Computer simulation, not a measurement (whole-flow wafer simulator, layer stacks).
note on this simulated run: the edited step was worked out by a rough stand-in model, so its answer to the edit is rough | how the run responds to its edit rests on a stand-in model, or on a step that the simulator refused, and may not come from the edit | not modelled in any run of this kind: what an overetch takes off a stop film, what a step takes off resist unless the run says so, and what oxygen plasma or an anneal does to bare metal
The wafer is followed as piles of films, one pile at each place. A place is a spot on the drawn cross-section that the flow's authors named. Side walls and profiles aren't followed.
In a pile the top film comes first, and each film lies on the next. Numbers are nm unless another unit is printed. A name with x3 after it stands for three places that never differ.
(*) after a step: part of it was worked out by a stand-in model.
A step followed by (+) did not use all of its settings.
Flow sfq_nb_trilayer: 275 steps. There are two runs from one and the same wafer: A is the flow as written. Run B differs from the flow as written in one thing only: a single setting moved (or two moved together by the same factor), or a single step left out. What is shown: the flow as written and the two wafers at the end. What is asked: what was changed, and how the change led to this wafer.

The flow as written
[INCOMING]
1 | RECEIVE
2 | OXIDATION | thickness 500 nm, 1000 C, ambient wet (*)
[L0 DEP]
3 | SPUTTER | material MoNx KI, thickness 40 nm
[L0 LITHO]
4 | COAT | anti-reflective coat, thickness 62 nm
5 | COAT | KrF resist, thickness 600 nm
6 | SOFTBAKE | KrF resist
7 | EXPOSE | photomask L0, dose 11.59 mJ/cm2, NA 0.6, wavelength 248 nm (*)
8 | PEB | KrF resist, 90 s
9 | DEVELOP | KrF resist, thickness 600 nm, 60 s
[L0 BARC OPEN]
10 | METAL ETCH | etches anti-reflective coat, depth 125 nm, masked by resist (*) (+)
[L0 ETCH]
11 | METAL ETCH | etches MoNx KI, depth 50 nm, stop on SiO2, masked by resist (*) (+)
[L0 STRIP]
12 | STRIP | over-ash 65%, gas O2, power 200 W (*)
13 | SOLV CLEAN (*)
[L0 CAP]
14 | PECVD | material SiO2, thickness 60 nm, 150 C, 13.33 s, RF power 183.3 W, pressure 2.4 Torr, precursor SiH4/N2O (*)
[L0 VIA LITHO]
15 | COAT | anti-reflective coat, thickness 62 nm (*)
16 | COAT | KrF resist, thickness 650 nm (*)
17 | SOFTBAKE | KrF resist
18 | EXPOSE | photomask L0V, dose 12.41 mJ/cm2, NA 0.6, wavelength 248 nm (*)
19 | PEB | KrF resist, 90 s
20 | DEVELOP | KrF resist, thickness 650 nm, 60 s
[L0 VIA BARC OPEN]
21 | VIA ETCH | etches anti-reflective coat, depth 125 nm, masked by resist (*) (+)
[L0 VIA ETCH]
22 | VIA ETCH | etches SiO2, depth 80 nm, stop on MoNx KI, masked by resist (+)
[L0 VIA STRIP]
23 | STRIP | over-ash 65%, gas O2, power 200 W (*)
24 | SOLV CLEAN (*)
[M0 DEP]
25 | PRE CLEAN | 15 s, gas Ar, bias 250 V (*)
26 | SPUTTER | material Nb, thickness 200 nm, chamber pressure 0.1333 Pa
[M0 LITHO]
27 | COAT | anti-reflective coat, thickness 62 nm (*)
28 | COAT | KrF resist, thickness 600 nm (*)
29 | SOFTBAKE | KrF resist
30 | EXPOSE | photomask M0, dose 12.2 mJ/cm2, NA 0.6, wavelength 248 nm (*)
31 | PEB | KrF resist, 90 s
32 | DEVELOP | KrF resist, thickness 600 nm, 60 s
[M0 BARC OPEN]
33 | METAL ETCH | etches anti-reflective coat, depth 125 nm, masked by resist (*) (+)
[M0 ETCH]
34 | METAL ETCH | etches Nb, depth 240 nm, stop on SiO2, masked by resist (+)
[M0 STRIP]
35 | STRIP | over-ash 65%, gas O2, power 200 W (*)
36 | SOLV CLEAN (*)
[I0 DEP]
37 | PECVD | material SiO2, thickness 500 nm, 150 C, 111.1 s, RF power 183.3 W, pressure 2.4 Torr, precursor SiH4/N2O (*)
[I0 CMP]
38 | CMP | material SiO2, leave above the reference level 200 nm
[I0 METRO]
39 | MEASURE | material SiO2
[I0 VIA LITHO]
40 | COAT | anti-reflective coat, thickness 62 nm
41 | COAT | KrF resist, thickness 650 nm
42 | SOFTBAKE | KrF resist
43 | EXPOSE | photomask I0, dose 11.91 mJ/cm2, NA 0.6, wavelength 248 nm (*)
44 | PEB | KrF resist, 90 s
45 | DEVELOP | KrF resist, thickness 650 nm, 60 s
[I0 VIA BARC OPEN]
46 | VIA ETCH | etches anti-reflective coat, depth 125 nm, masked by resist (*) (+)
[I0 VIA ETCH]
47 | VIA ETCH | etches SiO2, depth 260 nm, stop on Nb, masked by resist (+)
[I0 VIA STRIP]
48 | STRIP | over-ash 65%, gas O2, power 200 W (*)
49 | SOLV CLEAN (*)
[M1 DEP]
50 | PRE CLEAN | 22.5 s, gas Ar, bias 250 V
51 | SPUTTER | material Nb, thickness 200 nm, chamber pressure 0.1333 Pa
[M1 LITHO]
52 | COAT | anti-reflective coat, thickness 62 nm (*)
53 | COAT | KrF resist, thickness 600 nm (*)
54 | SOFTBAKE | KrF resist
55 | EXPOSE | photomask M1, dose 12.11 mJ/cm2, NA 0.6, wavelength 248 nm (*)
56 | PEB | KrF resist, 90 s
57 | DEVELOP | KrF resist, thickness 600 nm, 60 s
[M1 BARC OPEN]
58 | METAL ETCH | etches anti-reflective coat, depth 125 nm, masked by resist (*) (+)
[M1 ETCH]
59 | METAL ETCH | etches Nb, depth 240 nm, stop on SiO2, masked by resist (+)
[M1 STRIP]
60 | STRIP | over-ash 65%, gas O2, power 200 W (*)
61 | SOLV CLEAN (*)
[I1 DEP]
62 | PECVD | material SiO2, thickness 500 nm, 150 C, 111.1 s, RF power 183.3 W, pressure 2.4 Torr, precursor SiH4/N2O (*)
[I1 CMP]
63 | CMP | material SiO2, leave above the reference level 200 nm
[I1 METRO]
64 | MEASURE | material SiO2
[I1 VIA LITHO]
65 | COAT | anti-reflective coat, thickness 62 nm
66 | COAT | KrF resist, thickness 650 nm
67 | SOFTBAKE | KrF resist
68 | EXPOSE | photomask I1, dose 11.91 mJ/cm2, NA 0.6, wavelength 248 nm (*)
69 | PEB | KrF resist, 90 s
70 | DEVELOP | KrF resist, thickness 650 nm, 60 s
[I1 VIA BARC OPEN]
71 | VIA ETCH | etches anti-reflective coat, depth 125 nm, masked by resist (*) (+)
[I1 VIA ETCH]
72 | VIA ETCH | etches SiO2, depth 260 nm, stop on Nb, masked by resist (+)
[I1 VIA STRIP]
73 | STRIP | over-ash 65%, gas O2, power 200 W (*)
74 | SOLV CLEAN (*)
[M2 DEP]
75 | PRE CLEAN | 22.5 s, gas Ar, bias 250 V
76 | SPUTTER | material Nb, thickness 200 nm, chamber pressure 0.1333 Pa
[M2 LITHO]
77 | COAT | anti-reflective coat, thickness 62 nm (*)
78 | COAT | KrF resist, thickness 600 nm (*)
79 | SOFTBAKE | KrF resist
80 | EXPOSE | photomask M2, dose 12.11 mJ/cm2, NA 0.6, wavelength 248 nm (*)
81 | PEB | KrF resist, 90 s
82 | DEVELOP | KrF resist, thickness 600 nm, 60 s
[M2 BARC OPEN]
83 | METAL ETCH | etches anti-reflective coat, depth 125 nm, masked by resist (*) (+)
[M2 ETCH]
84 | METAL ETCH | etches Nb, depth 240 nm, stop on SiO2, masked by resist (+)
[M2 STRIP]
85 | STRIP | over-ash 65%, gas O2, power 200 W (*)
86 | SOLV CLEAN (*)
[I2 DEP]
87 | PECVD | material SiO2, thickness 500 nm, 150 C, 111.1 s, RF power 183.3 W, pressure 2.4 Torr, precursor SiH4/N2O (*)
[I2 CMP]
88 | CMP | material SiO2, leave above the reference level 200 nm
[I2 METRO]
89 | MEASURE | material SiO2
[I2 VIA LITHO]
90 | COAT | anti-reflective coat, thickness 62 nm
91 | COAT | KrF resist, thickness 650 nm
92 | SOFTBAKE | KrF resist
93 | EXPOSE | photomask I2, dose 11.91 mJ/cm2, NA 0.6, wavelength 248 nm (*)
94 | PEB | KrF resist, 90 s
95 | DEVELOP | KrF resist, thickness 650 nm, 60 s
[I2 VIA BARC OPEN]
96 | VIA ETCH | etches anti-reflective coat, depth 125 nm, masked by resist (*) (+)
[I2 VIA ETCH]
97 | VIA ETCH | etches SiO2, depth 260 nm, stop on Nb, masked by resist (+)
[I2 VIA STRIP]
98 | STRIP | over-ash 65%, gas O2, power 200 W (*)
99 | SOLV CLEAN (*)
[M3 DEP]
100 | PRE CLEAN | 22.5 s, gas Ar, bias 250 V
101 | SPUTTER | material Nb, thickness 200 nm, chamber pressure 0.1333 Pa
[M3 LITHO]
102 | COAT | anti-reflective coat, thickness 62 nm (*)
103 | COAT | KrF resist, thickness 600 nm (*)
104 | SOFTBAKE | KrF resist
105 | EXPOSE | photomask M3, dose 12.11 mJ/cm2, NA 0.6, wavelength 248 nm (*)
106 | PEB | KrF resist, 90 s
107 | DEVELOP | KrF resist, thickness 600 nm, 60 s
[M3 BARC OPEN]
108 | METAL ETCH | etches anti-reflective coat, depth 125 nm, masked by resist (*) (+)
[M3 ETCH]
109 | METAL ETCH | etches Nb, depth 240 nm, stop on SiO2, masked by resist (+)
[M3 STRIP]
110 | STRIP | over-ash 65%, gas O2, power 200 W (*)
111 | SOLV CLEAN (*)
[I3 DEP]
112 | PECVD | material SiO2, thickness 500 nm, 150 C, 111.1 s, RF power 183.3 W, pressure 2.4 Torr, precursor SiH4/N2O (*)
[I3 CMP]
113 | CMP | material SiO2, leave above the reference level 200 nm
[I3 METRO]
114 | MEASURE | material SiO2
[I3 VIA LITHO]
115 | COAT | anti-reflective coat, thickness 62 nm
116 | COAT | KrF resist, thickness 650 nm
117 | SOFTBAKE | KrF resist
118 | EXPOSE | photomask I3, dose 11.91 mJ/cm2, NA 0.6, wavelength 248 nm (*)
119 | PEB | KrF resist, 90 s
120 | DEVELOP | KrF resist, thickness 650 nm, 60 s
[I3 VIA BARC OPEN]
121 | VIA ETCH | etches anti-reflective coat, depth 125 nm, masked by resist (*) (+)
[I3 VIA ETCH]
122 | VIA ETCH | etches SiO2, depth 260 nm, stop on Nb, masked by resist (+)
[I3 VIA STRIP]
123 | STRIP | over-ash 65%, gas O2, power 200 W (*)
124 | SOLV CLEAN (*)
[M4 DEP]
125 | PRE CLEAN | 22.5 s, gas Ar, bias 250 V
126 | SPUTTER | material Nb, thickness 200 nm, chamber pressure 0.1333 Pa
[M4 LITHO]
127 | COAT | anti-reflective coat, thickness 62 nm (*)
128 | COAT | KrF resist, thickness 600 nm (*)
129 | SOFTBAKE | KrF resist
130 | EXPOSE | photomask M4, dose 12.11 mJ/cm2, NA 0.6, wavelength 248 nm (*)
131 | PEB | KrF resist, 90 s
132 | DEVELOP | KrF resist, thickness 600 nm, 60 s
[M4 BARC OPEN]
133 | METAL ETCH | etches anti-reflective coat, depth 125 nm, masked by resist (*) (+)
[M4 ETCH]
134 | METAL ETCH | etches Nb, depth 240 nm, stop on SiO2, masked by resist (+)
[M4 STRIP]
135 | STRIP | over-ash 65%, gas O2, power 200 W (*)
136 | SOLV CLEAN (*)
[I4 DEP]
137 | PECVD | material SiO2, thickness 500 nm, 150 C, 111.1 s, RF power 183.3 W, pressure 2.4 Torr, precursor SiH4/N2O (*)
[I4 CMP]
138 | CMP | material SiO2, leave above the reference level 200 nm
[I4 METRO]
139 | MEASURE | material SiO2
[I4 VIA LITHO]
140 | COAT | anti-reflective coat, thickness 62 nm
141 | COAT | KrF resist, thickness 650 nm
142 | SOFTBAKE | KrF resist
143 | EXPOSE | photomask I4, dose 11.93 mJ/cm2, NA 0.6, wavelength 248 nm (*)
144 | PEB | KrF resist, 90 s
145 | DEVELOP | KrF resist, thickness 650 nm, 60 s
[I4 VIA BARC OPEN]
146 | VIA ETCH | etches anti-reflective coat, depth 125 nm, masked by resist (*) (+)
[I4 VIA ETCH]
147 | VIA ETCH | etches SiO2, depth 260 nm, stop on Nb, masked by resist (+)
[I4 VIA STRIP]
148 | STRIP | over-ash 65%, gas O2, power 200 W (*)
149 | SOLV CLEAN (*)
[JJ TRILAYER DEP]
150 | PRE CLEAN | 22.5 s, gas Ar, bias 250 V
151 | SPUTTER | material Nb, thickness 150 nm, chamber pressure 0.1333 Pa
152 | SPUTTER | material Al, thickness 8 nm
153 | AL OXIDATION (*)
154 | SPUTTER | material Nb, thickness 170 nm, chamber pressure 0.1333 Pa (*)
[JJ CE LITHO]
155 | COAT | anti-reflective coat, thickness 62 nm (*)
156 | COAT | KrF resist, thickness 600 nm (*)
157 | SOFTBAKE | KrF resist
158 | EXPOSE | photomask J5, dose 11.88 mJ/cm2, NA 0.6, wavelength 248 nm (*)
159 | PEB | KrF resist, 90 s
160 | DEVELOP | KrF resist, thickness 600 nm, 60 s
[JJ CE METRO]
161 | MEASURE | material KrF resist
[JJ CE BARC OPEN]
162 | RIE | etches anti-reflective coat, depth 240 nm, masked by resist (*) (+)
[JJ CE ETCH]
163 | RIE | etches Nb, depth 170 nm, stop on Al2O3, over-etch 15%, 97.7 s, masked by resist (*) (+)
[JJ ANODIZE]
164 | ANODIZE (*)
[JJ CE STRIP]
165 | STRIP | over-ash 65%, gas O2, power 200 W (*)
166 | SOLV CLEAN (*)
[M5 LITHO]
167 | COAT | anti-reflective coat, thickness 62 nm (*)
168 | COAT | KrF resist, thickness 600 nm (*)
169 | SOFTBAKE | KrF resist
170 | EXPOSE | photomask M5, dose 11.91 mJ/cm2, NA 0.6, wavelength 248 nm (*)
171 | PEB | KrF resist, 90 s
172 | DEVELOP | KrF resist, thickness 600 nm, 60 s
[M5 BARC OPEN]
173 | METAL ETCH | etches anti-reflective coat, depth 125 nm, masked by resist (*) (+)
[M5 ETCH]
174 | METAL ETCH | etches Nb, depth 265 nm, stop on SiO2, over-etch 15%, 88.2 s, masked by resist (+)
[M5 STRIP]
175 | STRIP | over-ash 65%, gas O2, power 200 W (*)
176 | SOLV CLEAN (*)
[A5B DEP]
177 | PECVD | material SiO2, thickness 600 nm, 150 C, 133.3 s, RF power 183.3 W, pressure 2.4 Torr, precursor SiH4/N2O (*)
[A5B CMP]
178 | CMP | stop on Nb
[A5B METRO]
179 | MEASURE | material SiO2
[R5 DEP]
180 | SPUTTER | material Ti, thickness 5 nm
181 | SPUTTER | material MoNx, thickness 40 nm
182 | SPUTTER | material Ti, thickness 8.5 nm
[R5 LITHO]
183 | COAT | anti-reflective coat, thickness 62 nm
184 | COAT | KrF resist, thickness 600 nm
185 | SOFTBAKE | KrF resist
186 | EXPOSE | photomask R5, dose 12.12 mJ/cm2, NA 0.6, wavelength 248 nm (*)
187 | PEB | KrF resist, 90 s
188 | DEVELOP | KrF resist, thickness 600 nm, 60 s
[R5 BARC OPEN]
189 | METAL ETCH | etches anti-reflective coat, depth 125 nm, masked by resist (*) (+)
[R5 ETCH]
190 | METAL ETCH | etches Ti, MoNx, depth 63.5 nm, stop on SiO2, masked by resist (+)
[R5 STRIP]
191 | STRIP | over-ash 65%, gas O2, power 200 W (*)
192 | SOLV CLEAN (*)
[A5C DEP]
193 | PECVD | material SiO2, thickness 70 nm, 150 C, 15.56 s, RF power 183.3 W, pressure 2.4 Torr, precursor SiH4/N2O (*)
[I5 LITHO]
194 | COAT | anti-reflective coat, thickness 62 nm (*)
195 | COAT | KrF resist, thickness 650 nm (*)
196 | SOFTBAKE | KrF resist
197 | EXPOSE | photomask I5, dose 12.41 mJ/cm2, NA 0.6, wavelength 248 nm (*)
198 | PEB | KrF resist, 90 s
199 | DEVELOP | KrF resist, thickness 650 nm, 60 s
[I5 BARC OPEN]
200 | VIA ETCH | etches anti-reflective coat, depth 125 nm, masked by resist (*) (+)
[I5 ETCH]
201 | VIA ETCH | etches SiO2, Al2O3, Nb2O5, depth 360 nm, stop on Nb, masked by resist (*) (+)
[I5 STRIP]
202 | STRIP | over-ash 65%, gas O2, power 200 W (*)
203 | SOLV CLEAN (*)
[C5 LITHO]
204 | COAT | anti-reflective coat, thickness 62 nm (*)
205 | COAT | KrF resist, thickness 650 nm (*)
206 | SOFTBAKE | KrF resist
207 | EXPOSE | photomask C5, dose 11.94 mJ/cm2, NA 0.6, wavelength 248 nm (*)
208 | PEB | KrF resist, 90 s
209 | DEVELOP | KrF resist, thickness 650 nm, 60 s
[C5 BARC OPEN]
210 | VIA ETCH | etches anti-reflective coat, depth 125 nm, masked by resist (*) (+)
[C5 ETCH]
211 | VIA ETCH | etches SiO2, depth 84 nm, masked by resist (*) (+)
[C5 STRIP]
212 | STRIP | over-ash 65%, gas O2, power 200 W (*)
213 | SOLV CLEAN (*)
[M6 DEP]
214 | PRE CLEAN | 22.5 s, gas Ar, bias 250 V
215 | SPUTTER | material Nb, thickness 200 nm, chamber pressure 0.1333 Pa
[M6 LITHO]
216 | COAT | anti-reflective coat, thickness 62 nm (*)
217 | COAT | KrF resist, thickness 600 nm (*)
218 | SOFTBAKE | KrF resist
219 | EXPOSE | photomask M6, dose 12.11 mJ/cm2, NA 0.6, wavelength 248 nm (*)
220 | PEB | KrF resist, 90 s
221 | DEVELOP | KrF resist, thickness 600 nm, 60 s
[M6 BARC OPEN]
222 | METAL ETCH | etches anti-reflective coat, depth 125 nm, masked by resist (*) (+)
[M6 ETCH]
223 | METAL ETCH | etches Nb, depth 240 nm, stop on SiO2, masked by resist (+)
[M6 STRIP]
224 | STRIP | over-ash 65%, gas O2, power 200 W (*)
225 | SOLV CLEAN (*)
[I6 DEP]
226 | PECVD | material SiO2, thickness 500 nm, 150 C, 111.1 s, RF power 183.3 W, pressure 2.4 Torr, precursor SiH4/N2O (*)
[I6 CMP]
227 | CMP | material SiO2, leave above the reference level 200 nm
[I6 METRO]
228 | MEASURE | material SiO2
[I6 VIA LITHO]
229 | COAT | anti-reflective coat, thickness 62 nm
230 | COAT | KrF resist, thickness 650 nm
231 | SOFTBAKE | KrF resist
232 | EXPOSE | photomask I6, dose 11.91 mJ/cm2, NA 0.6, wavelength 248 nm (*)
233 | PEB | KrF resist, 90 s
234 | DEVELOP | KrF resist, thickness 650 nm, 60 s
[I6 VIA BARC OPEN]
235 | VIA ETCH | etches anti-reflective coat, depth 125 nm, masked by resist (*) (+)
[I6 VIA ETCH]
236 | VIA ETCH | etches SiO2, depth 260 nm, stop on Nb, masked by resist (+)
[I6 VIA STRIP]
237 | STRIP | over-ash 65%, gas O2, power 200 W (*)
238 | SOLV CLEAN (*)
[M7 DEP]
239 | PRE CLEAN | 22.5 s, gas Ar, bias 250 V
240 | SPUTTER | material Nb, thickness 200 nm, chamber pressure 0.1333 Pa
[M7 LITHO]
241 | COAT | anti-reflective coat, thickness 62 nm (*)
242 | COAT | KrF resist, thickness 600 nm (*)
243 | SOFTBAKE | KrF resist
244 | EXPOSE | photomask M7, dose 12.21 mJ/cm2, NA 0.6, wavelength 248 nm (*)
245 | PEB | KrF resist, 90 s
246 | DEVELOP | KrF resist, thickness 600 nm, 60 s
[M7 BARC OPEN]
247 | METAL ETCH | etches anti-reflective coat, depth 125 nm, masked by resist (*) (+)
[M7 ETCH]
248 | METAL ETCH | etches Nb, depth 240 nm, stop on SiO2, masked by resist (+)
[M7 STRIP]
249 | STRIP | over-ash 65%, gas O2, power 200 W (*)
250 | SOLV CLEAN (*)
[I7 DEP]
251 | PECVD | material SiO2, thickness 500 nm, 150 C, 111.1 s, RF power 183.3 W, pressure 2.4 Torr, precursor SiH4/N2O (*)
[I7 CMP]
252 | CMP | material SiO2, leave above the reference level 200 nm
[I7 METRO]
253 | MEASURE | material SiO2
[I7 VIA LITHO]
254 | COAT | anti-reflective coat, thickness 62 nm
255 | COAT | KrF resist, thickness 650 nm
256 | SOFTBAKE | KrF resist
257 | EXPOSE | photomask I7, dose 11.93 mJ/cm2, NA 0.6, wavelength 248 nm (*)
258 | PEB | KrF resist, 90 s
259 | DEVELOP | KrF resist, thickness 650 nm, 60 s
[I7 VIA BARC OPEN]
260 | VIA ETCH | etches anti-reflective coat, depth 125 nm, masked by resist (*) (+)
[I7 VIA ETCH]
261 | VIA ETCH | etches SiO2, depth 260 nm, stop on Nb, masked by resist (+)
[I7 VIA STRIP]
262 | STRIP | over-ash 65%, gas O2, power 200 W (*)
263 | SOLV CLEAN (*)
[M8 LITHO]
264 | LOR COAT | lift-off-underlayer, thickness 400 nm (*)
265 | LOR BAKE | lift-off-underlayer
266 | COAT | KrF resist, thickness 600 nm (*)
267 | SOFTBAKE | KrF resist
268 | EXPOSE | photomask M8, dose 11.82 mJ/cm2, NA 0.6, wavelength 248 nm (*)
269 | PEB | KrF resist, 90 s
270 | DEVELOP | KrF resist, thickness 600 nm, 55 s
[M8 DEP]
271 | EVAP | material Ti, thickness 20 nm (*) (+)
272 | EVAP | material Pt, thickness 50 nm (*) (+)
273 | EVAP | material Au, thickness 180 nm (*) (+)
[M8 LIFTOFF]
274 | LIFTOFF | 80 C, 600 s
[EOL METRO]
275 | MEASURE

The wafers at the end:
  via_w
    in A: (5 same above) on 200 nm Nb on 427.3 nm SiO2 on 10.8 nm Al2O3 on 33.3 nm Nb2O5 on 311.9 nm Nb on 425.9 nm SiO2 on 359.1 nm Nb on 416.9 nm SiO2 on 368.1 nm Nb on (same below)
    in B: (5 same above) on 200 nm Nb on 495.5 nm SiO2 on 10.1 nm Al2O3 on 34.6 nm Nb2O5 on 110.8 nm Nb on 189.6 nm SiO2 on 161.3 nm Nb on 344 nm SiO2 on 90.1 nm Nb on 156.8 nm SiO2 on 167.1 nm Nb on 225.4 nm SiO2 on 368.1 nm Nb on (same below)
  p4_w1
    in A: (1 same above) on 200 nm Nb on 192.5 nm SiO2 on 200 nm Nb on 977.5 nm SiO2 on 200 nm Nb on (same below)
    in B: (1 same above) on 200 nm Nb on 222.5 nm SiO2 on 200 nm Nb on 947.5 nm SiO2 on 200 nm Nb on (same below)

Cause: step 62, PECVD: thickness 270 nm was run, whereas the flow has thickness 500 nm; step 62, PECVD: 60 s was run, where the flow has 111.1 s.

The path from the change to this, step by step:
  62 | PECVD | material SiO2, thickness 500 nm, 150 C, 111.1 s, RF power 183.3 W, pressure 2.4 Torr, precursor SiH4/N2O (*)
      field_l, be, be_sur and 72 more: A +500 SiO2 | B +270 SiO2
      v_sur, via_wl, via_wr and 20 more: A +500 SiO2 (new film) | B +270 SiO2 (new film)
      (and at 8 other places as well)
  63 | CMP | material SiO2, leave above the reference level 200 nm
      field_l, be, be_sur and 72 more: A -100 SiO2 | B nothing
      lsp_m, ln_m6, lsp_r, l0_sur, l0v: A -94.9 SiO2 | B nothing
      (and at 26 other places as well)
  65 | COAT | anti-reflective coat, thickness 62 nm
      ce_r, sp_r, p3_s1, p3_l2, p3_s5, p3_l6: A +62 anti-reflective coat (new film) | B +63.7 anti-reflective coat (new film)
      be_r, r_sur, res, p3_s2, p3_l5: A +62 anti-reflective coat (new film) | B +63.6 anti-reflective coat (new film)
      (and at 78 other places as well)
  66 | COAT | KrF resist, thickness 650 nm
      field_r, m0r_space_l, m6r_space_l, m7r_space_l: A +650 KrF resist (new film) | B +665.9 KrF resist (new film)
      wl_e_sl, wl_e_m5, r5r_spacepad_r: A +650 KrF resist (new film) | B +626.5 KrF resist (new film)
      (and at 53 other places as well)
  70 | DEVELOP | KrF resist, thickness 650 nm, 60 s
      via_v: A -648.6 KrF resist (all of it) | B -602.3 KrF resist (all of it)
  71 | VIA ETCH | etches anti-reflective coat, depth 125 nm, masked by resist (*) (+)
      field_l, v_sur, via_wl and 102 more: A -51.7 KrF resist | B -43.2 KrF resist
      via_v: A -62 anti-reflective coat (all of it), -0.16 SiO2 | B -51.8 anti-reflective coat (all of it), -0.13 SiO2
  73 | STRIP | over-ash 65%, gas O2, power 200 W (*)
      m0r_line_l, m6r_line_l, m7r_line_l: A -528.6 KrF resist (all of it), -62 anti-reflective coat (all of it) | B -562.9 KrF resist (all of it), -62.8 anti-reflective coat (all of it)
      m0r_space_l, m6r_space_l, m7r_space_l: A -528.6 KrF resist (all of it), -62 anti-reflective coat (all of it) | B -552.9 KrF resist (all of it), -78.8 anti-reflective coat (all of it)
      (and at 94 other places as well)
  76 | SPUTTER | material Nb, thickness 200 nm, chamber pressure 0.1333 Pa
      be, lsp_l: A +200 Nb (new film) | B +188.2 Nb (new film)
      via_w: A +200 Nb (new film) | B +167.1 Nb (new film)
  77 | COAT | anti-reflective coat, thickness 62 nm (*)
      m0r_line_l, m0r_line_r, m6r_line_l, m6r_line_r, m7r_line_l, m7r_line_r: A +62 anti-reflective coat (new film) | B +63.3 anti-reflective coat (new film)
      m0r_space_l, m0r_space_r, m6r_space_l, m6r_space_r, m7r_space_l, m7r_space_r: A +62 anti-reflective coat (new film) | B +75.9 anti-reflective coat (new film)
      (and at 84 other places as well)
  78 | COAT | KrF resist, thickness 600 nm (*)
      m0r_line_l, m0r_line_r, m6r_line_l, m6r_line_r, m7r_line_l, m7r_line_r: A +600 KrF resist (new film) | B +623.1 KrF resist (new film)
      m0r_space_l, m0r_space_r, m6r_space_l, m6r_space_r, m7r_space_l, m7r_space_r: A +600 KrF resist (new film) | B +616.8 KrF resist (new film)
      (and at 52 other places as well)
  82 | DEVELOP | KrF resist, thickness 600 nm, 60 s
      m0r_line_l, m0r_line_r, m6r_line_l, m6r_line_r, m7r_line_l, m7r_line_r: A -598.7 KrF resist (all of it) | B -621.8 KrF resist (all of it)
      m0r_space_l, m0r_space_r, m6r_space_l, m6r_space_r, m7r_space_l, m7r_space_r: A -598.7 KrF resist (all of it) | B -615.5 KrF resist (all of it)
      (and at 33 other places as well)
  83 | METAL ETCH | etches anti-reflective coat, depth 125 nm, masked by resist (*) (+)
      m5r_linepad_l, m5r_linepad_r, r5r_spacepad_l, r5r_spacepad_r: A -62 anti-reflective coat (all of it) | B -125 anti-reflective coat
      v_sur, via_wl, via_w and 19 more: A -51.7 KrF resist | B -69.4 KrF resist
      (and at 70 other places as well)
  84 | METAL ETCH | etches Nb, depth 240 nm, stop on SiO2, masked by resist (+)
      m5r_linepad_l, m5r_linepad_r: A -200 Nb (all of it) | B -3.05 anti-reflective coat (all of it), -200 Nb (all of it)
      r5r_spacepad_l, r5r_spacepad_r: A -200 Nb (all of it) | B -4 anti-reflective coat (all of it), -200 Nb (all of it)
      (and at 2 other places as well)
  85 | STRIP | over-ash 65%, gas O2, power 200 W (*)
      wl_a_sr, wl_b_m5: A -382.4 KrF resist (all of it), -62 anti-reflective coat (all of it) | B -352.8 KrF resist (all of it), -59.3 anti-reflective coat (all of it)
      v_sur: A -380 KrF resist (all of it), -61.4 anti-reflective coat (all of it) | B -297.9 KrF resist (all of it), -42.9 anti-reflective coat (all of it)
      (and at 19 other places as well)
  87 | PECVD | material SiO2, thickness 500 nm, 150 C, 111.1 s, RF power 183.3 W, pressure 2.4 Torr, precursor SiH4/N2O (*)
      via_w: A +500 SiO2 (new film) | B +581.5 SiO2 (new film)
  88 | CMP | material SiO2, leave above the reference level 200 nm
      field_l, be, be_sur and 79 more: A -100 SiO2 | B nothing
      via_w: A -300 SiO2 | B -157.1 SiO2
  ... another 39 steps ...
  178 | CMP | stop on Nb
      via_w: A -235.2 SiO2 | B -226.5 SiO2
If metal films that touch count as one body, via_w has 7 bodies (between them, from the top down: SiO2 192.5; SiO2 495.5 / Al2O3 10.1 / Nb2O5 34.6; SiO2 189.6; SiO2 344; SiO2 156.8; SiO2 225.4); the flow as written gives 5 bodies (between them, from the top down: SiO2 192.5; SiO2 427.3 / Al2O3 10.8 / Nb2O5 33.3; SiO2 425.9; SiO2 416.9).
